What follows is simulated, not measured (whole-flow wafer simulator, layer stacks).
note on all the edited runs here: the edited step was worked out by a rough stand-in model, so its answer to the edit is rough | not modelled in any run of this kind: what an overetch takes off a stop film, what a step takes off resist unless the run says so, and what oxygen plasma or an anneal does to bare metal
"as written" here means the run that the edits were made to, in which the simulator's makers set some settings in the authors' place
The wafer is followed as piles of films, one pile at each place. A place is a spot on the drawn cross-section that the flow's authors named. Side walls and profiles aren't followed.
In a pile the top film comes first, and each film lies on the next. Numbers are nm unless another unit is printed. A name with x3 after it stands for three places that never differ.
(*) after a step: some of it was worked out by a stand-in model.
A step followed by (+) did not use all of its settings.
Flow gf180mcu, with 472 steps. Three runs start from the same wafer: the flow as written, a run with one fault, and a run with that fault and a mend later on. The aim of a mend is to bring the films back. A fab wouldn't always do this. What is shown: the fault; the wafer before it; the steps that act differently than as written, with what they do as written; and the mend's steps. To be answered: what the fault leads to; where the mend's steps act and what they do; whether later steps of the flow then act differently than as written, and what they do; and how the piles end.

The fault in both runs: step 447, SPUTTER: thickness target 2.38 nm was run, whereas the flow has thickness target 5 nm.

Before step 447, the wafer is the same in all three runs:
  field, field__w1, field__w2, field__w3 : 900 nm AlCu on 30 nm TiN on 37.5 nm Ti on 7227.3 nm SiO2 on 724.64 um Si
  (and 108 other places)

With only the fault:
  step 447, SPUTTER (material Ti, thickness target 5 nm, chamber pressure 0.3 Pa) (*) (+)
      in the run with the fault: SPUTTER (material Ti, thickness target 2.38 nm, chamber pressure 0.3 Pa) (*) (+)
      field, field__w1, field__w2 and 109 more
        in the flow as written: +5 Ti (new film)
        in the run with the fault: +2.38 Ti (new film)
  Later steps of the flow acting differently than as written (not shown: 4 more steps that differ only slightly, by at most 2% or 0.5 nm, whichever is larger):
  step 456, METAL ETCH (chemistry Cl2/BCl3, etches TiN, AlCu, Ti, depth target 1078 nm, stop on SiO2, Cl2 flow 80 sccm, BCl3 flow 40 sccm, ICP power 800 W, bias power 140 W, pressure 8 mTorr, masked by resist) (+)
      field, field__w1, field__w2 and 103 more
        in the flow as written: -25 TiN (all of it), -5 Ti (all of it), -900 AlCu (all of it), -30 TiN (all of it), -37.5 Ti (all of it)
        in the run with the fault: -25 TiN (all of it), -2.38 Ti (all of it), -900 AlCu (all of it), -30 TiN (all of it), -37.5 Ti (all of it)
  The piles end different from the flow's at field__w8, contact, m1, m1__w1, pad, m1_nw by more than 2% or 0.5 nm, whichever is larger.
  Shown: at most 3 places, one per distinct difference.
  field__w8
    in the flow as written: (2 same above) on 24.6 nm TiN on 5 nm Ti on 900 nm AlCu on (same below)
    in the run with the fault: (2 same above) on 24.6 nm TiN on 2.38 nm Ti on 900 nm AlCu on (same below)
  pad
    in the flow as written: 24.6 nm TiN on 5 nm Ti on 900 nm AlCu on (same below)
    in the run with the fault: 24.6 nm TiN on 2.38 nm Ti on 900 nm AlCu on (same below)

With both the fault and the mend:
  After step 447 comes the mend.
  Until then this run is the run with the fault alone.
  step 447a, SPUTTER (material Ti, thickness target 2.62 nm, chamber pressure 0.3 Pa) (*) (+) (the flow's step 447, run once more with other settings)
      field, field__w1, field__w2 and 109 more
        +2.62 Ti
  Every later step of the flow that is run acts as written at every place that is followed.
  At every place that both follow, the piles at the end match the flow's.
